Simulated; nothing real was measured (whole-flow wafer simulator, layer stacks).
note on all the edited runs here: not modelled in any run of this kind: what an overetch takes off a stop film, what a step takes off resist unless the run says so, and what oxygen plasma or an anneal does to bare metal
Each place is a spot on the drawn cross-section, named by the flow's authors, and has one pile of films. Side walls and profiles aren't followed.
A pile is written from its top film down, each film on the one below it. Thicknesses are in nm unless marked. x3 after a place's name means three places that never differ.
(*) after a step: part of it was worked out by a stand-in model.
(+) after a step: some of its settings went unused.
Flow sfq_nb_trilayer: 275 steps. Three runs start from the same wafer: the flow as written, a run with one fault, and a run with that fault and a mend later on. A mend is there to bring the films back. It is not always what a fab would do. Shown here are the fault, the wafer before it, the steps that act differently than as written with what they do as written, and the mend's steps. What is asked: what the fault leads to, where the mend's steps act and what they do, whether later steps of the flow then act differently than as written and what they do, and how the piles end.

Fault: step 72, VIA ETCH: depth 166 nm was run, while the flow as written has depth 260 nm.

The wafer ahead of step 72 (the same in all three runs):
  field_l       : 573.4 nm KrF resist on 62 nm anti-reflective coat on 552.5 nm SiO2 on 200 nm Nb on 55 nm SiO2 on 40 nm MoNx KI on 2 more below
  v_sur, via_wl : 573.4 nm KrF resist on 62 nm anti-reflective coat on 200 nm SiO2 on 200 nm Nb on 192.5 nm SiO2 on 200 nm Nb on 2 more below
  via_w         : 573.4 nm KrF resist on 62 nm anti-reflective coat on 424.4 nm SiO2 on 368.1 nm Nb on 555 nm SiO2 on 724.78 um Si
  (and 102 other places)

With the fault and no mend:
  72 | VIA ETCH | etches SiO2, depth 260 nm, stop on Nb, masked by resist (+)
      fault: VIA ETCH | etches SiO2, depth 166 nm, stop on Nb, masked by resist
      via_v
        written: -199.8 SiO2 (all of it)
        fault: -166 SiO2
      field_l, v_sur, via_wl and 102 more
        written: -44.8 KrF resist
        fault: -28.6 KrF resist
  Later steps of the flow acting differently than as written (3 more steps, not shown, differ only slightly: by at most 2% or 0.5 nm, whichever is larger):
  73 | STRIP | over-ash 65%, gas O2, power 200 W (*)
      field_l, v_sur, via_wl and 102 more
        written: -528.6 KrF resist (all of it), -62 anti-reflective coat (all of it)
        fault: -544.8 KrF resist (all of it), -62 anti-reflective coat (all of it)
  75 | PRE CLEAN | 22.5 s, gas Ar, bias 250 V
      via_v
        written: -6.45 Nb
        fault: -7.5 SiO2
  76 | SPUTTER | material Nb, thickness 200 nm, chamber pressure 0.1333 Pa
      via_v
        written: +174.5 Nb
        fault: +181.3 Nb (new film)
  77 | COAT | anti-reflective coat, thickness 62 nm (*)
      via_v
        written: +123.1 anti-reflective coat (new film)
        fault: +114.4 anti-reflective coat (new film)
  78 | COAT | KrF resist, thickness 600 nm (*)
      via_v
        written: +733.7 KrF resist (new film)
        fault: +707.9 KrF resist (new film)
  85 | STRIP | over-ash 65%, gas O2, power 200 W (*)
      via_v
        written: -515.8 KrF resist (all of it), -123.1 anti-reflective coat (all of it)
        fault: -490 KrF resist (all of it), -114.4 anti-reflective coat (all of it)
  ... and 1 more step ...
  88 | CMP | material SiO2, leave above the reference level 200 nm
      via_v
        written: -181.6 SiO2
        fault: -157.1 SiO2
  The piles end different from the flow's at via_v by more than 2% or 0.5 nm, whichever is larger.
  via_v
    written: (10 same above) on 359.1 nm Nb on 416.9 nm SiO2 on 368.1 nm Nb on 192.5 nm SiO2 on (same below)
    fault: (10 same above) on 359.1 nm Nb on 377.4 nm SiO2 on 181.3 nm Nb on 26.3 nm SiO2 on 200 nm Nb on 192.5 nm SiO2 on (same below)

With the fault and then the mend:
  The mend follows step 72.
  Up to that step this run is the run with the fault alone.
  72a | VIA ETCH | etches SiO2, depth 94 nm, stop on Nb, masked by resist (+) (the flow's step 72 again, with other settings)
      field_l, v_sur, via_wl and 102 more
        -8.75 KrF resist
      via_v
        -33.8 SiO2 (all of it)
  None of the later steps of the flow differs from how it acts as written, at any place that is followed, by more than 2% or 0.5 nm, whichever is larger.
  By the end, the piles equal the flow's at every place that both follow.
